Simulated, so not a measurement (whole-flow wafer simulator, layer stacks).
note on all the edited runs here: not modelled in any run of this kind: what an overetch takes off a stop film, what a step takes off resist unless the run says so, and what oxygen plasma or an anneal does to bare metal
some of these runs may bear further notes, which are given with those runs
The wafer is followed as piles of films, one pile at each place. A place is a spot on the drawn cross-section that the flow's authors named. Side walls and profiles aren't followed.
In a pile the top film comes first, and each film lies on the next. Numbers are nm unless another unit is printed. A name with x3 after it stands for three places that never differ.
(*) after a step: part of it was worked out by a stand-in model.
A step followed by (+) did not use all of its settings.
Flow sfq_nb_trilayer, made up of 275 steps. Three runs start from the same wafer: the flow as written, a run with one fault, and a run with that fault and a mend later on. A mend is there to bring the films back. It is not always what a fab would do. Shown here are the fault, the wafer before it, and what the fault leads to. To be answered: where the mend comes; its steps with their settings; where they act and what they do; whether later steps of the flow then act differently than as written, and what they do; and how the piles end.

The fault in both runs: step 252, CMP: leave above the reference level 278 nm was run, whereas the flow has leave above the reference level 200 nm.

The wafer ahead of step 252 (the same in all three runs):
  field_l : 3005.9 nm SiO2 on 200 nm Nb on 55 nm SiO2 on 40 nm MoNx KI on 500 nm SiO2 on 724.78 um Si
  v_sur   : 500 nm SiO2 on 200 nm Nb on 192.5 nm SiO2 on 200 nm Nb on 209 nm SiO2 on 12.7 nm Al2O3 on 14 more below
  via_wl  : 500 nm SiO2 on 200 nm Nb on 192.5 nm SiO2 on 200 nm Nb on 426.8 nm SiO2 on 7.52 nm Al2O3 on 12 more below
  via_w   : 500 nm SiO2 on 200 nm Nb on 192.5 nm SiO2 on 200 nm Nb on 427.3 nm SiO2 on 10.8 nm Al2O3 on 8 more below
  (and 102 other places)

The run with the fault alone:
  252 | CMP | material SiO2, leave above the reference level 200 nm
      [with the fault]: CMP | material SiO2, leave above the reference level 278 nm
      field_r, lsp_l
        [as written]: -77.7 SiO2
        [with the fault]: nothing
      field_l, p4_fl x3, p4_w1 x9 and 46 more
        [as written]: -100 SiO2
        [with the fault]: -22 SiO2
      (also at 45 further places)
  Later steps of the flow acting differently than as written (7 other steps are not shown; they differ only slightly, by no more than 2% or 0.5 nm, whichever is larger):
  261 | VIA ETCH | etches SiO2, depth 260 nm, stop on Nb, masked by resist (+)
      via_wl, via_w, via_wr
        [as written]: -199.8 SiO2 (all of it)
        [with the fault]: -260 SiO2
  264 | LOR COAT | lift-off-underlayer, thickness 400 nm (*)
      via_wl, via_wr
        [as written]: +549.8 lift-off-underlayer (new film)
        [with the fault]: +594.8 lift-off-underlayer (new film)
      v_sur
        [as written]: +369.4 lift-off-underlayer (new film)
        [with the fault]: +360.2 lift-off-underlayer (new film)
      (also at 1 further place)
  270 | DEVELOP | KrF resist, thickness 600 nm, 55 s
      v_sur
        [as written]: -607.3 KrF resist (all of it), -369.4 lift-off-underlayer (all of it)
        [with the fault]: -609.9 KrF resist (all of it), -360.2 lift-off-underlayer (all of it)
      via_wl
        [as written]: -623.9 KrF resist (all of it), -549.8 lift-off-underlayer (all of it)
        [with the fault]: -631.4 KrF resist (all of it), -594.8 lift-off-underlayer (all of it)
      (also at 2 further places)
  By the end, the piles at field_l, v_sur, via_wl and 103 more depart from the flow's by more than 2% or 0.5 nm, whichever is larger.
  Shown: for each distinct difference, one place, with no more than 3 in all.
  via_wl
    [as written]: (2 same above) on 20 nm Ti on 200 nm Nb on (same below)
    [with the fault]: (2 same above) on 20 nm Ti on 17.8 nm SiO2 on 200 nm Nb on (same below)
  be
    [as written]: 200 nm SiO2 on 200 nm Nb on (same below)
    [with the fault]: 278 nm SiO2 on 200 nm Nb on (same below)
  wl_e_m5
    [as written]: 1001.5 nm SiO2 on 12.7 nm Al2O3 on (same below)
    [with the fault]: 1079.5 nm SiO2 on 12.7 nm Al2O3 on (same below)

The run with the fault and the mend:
  The mend follows step 253.
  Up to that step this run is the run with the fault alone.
  253a | CMP | material SiO2, leave above the reference level 200 nm (the flow's step 252, run once more)
      field_l, v_sur, via_wl and 101 more
        -78 SiO2
      field_r, lsp_l
        -77.7 SiO2
  Later steps of the flow that are run all act as written at every place that is followed.
  At every place that both follow, the piles at the end match the flow's.
